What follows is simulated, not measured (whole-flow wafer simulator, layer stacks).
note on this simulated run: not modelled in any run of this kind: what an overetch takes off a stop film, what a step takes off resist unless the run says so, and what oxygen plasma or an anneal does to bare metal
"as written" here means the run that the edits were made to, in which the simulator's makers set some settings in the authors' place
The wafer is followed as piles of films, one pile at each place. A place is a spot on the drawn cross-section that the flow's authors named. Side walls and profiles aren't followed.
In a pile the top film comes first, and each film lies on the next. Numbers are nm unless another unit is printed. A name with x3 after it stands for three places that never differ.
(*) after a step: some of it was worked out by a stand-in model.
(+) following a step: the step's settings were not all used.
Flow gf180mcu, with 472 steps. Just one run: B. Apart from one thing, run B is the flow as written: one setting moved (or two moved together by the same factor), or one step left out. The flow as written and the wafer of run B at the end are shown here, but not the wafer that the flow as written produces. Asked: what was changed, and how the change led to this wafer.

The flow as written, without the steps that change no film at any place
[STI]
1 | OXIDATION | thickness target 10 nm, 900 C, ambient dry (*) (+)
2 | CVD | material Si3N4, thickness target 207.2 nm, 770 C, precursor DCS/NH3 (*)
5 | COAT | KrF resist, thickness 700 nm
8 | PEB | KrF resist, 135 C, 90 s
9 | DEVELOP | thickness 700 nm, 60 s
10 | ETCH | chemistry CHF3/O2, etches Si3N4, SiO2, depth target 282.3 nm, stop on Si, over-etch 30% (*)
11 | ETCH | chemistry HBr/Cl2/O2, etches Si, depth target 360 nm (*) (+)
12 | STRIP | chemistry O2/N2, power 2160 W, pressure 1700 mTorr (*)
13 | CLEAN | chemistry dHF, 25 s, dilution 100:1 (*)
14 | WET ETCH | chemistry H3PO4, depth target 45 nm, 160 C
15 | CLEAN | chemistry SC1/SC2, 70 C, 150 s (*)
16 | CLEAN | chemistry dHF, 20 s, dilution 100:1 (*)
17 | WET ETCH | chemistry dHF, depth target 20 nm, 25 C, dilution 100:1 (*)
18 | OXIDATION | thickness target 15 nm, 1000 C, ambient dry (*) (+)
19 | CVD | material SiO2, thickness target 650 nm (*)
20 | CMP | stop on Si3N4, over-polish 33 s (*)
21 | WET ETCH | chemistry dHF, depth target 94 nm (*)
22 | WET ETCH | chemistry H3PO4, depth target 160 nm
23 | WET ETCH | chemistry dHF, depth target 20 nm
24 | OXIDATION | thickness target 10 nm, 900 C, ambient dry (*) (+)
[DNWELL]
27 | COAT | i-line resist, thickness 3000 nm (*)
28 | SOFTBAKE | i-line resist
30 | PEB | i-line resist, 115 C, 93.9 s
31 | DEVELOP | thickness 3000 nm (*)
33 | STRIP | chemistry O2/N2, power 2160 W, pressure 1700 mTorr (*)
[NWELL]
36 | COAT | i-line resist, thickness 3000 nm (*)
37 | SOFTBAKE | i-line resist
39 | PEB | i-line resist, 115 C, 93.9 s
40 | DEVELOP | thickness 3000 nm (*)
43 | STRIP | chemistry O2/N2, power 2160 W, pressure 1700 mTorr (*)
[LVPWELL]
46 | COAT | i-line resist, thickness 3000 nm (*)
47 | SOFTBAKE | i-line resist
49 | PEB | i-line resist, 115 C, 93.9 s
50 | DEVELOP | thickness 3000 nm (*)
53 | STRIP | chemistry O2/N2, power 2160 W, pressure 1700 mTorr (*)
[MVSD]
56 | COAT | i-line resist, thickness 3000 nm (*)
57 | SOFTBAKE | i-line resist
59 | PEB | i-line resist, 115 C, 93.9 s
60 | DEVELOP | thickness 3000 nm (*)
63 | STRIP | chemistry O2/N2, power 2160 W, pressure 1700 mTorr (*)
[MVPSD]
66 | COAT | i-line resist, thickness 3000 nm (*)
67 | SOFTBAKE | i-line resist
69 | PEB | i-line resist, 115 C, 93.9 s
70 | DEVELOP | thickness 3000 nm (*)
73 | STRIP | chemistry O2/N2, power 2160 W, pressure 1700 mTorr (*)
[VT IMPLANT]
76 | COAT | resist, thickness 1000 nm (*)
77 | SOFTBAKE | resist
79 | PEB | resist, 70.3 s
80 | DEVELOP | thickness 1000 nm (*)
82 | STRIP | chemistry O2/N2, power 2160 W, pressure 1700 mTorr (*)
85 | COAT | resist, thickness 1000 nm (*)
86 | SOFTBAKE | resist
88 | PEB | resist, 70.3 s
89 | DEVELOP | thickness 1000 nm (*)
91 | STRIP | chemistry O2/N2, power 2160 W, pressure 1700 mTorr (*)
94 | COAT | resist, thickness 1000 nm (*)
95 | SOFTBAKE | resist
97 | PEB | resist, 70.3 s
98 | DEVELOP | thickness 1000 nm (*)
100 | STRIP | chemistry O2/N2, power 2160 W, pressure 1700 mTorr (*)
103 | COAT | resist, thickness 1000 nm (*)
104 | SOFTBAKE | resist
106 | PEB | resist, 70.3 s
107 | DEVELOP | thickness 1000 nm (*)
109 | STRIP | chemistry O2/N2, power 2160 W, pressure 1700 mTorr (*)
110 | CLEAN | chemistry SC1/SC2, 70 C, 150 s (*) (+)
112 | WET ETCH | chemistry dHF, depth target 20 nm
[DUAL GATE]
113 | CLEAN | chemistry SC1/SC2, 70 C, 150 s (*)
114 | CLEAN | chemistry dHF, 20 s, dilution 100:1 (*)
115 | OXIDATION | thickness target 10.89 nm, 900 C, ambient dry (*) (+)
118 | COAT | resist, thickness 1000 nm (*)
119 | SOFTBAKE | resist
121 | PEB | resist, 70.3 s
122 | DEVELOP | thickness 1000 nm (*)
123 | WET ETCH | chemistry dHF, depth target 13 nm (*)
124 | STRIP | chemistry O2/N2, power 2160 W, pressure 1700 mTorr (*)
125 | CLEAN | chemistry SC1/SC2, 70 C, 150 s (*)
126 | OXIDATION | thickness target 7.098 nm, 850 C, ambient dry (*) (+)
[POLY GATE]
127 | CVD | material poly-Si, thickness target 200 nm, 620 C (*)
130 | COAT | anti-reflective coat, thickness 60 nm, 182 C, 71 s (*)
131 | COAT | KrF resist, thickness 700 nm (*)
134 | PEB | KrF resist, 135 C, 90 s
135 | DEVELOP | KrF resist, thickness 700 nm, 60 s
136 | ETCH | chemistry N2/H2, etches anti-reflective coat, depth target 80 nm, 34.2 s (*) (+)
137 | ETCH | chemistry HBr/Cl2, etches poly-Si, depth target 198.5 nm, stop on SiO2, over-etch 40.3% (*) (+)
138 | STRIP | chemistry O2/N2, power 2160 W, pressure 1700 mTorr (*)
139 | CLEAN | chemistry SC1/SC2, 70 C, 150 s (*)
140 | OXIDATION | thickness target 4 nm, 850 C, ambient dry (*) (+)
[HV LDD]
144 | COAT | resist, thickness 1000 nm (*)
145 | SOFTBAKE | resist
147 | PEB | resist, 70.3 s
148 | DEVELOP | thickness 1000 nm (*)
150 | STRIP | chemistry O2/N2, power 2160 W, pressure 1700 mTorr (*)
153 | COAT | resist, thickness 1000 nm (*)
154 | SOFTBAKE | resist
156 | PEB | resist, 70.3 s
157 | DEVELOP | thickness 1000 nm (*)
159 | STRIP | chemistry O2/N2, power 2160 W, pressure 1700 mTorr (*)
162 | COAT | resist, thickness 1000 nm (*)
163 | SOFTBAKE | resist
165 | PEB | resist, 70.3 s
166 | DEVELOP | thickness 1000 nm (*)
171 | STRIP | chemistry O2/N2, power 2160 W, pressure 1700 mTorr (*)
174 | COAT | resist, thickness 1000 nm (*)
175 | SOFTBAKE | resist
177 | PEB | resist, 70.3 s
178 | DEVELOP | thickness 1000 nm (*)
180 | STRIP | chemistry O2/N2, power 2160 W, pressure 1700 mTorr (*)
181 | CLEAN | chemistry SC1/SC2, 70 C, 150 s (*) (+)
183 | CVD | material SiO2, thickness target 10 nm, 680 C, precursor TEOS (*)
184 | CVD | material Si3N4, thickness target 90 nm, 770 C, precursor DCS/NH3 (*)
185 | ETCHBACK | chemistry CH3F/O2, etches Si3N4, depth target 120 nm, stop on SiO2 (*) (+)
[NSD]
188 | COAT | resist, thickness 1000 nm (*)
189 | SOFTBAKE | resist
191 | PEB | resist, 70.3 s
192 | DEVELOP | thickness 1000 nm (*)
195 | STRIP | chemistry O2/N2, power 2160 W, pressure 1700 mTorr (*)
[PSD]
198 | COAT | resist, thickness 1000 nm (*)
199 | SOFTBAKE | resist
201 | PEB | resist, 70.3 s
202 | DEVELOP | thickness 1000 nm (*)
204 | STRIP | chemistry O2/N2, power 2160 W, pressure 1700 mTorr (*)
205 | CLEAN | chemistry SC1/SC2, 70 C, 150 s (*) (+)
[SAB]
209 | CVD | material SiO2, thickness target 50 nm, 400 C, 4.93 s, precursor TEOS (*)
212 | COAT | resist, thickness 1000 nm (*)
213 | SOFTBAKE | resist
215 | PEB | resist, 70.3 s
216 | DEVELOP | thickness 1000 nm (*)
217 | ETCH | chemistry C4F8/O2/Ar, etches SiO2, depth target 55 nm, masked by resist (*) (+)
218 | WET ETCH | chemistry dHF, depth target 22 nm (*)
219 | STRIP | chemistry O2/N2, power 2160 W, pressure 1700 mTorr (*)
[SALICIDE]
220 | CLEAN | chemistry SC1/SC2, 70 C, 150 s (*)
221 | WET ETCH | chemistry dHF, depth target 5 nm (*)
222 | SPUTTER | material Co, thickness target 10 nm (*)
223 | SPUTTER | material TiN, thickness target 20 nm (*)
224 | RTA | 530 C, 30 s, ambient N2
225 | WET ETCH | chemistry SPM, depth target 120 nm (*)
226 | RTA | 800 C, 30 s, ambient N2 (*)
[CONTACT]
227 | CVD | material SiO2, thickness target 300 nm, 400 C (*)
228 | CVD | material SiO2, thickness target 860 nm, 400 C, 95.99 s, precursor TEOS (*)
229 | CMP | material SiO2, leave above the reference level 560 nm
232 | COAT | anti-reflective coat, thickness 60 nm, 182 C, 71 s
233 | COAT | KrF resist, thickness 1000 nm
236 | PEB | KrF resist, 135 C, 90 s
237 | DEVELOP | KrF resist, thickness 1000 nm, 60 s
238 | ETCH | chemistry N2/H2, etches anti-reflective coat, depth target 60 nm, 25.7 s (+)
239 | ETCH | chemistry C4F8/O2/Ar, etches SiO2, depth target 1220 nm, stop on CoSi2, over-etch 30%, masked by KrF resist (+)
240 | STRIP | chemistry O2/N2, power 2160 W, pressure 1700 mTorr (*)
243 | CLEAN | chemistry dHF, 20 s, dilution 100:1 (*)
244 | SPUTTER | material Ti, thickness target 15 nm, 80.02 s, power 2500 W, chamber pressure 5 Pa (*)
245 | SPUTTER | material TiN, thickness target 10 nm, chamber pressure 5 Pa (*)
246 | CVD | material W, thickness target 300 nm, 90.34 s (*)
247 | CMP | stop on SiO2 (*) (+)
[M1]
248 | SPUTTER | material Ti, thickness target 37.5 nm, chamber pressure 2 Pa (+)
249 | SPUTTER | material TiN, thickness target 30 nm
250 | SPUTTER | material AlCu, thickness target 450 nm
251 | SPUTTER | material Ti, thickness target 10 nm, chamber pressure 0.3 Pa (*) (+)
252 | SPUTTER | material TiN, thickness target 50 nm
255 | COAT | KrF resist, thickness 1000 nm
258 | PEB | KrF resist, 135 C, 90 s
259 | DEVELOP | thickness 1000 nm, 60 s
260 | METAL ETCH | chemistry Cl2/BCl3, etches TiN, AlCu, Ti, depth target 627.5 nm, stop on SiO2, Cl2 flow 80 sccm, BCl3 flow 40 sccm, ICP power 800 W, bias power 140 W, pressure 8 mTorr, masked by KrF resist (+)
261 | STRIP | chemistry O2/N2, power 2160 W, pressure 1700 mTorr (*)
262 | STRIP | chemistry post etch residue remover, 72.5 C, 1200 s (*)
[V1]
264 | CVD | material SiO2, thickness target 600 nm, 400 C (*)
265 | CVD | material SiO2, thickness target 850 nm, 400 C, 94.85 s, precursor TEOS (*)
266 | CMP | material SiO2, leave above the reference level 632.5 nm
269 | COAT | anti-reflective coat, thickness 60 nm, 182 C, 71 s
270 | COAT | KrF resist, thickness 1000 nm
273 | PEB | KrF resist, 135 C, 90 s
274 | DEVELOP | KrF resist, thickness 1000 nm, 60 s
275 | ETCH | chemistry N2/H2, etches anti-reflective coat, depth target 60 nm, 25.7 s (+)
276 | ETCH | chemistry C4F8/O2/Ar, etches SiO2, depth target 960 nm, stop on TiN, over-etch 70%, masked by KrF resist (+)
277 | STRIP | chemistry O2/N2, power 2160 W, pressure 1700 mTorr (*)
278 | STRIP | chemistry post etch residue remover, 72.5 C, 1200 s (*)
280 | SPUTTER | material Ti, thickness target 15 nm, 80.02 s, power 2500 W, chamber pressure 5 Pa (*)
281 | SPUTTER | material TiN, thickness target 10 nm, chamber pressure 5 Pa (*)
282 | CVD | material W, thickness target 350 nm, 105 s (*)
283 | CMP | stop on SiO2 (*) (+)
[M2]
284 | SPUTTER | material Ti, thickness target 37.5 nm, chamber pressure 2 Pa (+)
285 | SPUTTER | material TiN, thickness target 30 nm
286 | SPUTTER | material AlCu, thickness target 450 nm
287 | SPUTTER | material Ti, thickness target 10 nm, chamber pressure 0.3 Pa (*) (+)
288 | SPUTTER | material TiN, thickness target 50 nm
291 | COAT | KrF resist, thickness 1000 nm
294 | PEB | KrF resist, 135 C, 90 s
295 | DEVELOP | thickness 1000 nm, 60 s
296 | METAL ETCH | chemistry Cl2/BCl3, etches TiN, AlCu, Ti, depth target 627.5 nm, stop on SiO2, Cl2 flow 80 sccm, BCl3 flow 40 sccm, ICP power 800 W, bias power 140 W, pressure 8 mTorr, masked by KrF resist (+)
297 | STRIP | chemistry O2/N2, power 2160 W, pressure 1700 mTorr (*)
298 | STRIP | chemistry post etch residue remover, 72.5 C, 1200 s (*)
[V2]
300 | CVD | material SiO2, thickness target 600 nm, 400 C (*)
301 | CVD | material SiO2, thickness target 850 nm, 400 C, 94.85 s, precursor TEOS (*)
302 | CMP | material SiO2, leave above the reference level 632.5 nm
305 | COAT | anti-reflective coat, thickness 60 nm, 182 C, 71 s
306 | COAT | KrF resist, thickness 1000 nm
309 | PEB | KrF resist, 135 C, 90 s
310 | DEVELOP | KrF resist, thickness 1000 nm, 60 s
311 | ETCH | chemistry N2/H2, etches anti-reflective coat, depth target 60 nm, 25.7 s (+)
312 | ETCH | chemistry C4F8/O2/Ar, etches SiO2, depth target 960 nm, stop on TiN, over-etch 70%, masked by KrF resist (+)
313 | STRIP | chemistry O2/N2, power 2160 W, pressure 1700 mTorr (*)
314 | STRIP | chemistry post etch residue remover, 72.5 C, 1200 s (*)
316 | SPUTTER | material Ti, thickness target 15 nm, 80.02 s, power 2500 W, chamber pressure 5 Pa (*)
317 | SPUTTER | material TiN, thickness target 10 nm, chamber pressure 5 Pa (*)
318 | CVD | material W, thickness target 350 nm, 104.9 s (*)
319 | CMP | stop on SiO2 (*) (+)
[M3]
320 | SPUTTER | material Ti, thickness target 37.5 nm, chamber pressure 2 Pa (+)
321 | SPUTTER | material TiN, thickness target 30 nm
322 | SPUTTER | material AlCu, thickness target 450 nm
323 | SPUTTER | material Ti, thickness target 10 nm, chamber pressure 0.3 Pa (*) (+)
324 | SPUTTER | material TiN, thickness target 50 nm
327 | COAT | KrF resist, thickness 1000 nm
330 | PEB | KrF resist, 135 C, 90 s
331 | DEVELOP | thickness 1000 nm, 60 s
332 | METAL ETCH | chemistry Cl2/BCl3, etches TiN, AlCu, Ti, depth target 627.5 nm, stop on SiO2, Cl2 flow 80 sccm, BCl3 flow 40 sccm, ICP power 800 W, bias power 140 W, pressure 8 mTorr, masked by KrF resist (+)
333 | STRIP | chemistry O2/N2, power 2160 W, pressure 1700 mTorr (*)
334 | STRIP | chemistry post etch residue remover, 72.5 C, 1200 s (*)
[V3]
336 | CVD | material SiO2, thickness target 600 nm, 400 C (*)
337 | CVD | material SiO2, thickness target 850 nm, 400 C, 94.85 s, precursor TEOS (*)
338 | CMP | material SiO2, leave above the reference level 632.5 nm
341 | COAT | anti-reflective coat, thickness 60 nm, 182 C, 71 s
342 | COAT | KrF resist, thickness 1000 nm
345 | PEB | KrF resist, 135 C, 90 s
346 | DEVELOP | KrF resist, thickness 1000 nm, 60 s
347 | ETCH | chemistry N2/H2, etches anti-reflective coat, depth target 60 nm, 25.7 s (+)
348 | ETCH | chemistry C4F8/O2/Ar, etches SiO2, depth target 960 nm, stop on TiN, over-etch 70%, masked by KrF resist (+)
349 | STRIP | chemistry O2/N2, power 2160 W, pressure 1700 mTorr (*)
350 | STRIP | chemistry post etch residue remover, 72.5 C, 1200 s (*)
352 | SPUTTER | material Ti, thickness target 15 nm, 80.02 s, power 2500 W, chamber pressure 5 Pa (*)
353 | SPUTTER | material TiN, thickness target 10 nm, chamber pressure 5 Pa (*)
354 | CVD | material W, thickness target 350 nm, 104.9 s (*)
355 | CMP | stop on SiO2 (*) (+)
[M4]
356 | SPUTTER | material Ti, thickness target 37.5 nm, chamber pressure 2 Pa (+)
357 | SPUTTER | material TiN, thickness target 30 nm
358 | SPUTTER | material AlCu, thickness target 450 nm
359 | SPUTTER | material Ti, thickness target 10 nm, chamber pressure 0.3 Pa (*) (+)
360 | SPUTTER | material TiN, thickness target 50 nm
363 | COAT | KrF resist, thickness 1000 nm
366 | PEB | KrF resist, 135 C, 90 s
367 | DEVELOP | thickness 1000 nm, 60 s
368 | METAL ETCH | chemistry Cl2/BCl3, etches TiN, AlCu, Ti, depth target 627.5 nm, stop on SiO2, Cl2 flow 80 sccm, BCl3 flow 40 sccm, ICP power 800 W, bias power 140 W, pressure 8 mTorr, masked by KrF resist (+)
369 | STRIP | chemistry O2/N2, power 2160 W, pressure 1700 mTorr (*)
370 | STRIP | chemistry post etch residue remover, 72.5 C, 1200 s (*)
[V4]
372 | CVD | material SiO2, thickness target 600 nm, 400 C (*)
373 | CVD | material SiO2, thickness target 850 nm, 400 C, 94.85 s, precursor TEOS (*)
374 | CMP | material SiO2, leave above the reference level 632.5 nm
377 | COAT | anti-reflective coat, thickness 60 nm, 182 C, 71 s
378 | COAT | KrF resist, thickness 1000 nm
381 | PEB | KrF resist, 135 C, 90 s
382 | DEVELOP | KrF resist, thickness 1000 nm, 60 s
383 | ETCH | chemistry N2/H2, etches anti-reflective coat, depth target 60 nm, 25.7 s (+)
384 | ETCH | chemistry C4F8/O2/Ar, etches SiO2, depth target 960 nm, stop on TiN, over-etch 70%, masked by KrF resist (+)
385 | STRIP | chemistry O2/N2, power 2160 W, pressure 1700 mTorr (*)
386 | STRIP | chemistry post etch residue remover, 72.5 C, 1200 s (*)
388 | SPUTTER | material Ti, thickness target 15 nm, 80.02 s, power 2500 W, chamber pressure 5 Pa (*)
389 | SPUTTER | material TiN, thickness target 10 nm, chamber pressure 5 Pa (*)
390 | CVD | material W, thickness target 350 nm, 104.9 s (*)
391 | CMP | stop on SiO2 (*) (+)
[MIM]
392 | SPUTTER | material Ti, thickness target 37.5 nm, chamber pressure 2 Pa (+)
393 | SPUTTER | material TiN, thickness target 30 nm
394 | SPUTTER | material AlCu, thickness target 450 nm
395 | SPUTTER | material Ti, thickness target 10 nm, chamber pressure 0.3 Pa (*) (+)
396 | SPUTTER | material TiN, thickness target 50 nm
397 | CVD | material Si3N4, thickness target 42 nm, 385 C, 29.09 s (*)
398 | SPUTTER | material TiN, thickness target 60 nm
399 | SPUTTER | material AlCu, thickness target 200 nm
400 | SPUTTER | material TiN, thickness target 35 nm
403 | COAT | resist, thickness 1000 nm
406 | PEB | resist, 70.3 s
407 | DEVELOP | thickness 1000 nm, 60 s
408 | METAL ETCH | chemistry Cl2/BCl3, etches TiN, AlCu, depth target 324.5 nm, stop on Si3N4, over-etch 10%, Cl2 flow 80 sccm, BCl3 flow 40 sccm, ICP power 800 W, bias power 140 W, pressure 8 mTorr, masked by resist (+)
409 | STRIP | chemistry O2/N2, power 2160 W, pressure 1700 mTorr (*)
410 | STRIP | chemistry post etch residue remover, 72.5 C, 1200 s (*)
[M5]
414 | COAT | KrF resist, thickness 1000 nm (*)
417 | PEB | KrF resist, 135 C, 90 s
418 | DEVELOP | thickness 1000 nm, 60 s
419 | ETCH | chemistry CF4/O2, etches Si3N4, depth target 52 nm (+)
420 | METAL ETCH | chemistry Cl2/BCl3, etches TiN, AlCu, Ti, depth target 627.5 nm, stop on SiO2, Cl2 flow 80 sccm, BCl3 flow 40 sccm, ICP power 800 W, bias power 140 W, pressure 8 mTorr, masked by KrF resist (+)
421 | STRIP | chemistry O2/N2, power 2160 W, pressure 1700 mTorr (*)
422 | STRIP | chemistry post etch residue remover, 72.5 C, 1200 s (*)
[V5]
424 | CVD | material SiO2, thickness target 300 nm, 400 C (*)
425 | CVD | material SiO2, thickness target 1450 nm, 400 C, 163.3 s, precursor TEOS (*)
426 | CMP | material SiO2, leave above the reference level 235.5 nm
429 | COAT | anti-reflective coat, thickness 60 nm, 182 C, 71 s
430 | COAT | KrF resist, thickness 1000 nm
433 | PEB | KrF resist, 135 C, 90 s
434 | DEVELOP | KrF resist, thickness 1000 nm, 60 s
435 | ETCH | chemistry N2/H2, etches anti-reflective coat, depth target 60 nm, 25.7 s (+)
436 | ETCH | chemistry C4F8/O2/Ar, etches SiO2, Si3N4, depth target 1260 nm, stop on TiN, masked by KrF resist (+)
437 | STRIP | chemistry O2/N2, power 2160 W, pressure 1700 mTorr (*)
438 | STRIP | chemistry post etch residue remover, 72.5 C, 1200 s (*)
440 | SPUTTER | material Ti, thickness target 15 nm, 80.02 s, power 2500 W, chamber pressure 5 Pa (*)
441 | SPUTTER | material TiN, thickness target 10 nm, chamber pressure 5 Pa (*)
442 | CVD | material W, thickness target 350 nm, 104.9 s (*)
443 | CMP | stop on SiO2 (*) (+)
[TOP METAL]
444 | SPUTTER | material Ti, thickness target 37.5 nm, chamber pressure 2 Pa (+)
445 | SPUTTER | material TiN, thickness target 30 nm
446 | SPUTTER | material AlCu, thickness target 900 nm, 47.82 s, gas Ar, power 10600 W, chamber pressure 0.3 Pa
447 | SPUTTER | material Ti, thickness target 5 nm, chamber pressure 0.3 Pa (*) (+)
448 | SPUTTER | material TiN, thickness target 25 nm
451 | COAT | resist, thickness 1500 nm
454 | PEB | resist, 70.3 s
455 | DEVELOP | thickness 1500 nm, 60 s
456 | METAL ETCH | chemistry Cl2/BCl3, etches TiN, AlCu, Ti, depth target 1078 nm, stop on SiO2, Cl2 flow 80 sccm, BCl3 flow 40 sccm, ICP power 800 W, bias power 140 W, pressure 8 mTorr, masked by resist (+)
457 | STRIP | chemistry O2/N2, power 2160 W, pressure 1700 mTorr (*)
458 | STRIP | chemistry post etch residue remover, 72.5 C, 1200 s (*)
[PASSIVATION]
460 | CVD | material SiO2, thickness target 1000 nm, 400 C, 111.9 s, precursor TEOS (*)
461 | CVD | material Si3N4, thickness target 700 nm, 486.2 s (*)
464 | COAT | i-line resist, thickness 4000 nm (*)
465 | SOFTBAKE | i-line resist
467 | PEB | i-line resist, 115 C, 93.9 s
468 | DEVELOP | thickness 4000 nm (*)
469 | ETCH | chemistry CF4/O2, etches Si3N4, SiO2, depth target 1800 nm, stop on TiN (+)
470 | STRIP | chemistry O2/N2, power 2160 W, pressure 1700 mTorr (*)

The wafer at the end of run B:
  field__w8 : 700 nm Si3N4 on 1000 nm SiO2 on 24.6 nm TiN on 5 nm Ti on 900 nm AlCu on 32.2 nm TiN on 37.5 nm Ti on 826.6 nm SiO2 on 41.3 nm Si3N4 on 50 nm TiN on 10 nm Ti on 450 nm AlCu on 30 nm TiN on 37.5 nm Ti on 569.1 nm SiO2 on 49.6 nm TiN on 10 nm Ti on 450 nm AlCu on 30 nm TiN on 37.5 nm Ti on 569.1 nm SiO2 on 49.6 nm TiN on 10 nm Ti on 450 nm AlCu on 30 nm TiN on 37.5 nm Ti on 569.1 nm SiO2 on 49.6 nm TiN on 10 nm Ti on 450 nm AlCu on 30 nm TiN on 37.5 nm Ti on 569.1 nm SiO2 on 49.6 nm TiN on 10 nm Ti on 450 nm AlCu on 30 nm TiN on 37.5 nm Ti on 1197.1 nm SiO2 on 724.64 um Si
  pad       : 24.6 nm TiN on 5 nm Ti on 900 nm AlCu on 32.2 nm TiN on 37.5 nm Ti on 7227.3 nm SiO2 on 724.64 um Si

What caused this: step 445, SPUTTER: thickness target 32.2 nm was run, whereas the flow has thickness target 30 nm.
One can read it off the wafer: field__w8 has TiN 32.2, and step 445 as written asks for 30 nm.

How this came from the change, step by step:
  445 | SPUTTER | material TiN, thickness target 30 nm
      field, field__w1, field__w2 and 109 more: TiN gains 32.2 (new film) (in the flow as written it would be: TiN gains 30 (new film))
  456 | METAL ETCH | chemistry Cl2/BCl3, etches TiN, AlCu, Ti, depth target 1078 nm, stop on SiO2, Cl2 flow 80 sccm, BCl3 flow 40 sccm, ICP power 800 W, bias power 140 W, pressure 8 mTorr, masked by resist (+)
      field, field__w1, field__w2 and 103 more: TiN loses 25 (all of it), Ti loses 5 (all of it), AlCu loses 900 (all of it), TiN loses 32.2 (all of it), Ti loses 37.5 (all of it) (in the flow as written it would be: TiN loses 25 (all of it), Ti loses 5 (all of it), AlCu loses 900 (all of it), TiN loses 30 (all of it), Ti loses 37.5 (all of it))
